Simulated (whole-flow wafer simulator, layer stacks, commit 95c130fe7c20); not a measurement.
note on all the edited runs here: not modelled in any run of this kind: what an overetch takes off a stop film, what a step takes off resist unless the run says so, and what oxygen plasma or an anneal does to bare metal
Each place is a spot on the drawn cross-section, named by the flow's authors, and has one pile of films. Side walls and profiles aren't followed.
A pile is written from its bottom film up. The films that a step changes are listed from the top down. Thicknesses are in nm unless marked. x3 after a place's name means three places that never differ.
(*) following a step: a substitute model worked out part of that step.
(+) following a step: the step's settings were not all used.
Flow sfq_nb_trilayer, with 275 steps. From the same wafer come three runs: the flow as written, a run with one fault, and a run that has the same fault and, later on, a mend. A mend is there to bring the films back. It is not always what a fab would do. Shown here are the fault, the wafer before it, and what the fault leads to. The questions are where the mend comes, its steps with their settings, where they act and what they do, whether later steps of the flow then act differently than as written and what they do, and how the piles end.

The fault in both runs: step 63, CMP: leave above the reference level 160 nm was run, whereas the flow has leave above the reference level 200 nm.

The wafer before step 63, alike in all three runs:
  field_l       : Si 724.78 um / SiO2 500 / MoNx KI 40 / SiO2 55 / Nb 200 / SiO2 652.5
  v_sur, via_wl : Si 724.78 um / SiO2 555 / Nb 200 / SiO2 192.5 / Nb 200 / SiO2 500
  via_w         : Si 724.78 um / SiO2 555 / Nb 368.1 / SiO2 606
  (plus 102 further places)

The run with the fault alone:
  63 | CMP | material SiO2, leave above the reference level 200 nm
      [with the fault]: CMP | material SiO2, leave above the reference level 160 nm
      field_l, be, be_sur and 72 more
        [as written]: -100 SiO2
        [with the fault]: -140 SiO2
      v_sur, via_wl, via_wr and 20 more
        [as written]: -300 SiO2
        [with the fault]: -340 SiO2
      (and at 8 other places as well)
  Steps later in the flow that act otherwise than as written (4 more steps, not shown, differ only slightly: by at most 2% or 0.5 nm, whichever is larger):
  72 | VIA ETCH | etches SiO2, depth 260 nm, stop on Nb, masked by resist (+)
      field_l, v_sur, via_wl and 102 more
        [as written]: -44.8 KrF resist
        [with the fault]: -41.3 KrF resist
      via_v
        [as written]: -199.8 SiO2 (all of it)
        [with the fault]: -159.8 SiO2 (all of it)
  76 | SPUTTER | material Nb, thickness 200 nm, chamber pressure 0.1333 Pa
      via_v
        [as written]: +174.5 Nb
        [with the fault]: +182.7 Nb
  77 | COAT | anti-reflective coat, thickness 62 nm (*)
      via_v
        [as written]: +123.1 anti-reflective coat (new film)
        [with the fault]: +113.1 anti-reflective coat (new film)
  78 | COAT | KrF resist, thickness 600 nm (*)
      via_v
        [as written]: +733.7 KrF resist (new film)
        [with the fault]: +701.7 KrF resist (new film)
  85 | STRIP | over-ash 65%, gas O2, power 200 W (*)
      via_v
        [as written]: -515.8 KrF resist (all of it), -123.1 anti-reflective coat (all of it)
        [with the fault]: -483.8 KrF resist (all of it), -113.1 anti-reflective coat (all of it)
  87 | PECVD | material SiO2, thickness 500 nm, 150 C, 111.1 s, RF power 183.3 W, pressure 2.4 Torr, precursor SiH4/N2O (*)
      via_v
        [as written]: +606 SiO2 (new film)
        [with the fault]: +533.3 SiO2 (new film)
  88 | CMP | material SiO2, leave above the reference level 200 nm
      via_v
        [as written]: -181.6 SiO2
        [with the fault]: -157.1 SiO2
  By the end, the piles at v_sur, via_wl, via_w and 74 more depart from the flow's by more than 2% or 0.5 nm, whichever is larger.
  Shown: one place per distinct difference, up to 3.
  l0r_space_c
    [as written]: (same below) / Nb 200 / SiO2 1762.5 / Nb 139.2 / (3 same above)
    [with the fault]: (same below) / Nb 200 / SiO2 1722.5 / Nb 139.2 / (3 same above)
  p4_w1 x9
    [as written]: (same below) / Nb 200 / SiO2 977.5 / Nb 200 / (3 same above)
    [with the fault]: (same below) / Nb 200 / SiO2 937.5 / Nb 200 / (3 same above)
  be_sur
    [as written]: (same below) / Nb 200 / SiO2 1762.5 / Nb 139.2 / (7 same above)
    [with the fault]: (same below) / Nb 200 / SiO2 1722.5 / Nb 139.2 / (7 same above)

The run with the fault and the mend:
  The mend stands after step 64.
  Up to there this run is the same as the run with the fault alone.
  64a | PECVD | material SiO2, thickness 40 nm, 150 C, 8.889 s, RF power 183.3 W, pressure 2.4 Torr, precursor SiH4/N2O (the flow's step 62, run once more with other settings)
      field_l, v_sur, via_wl and 103 more
        +40 SiO2
  Every later step of the flow that is run acts as written at every place that is followed.
  By the end, the piles equal the flow's at every place that both follow.
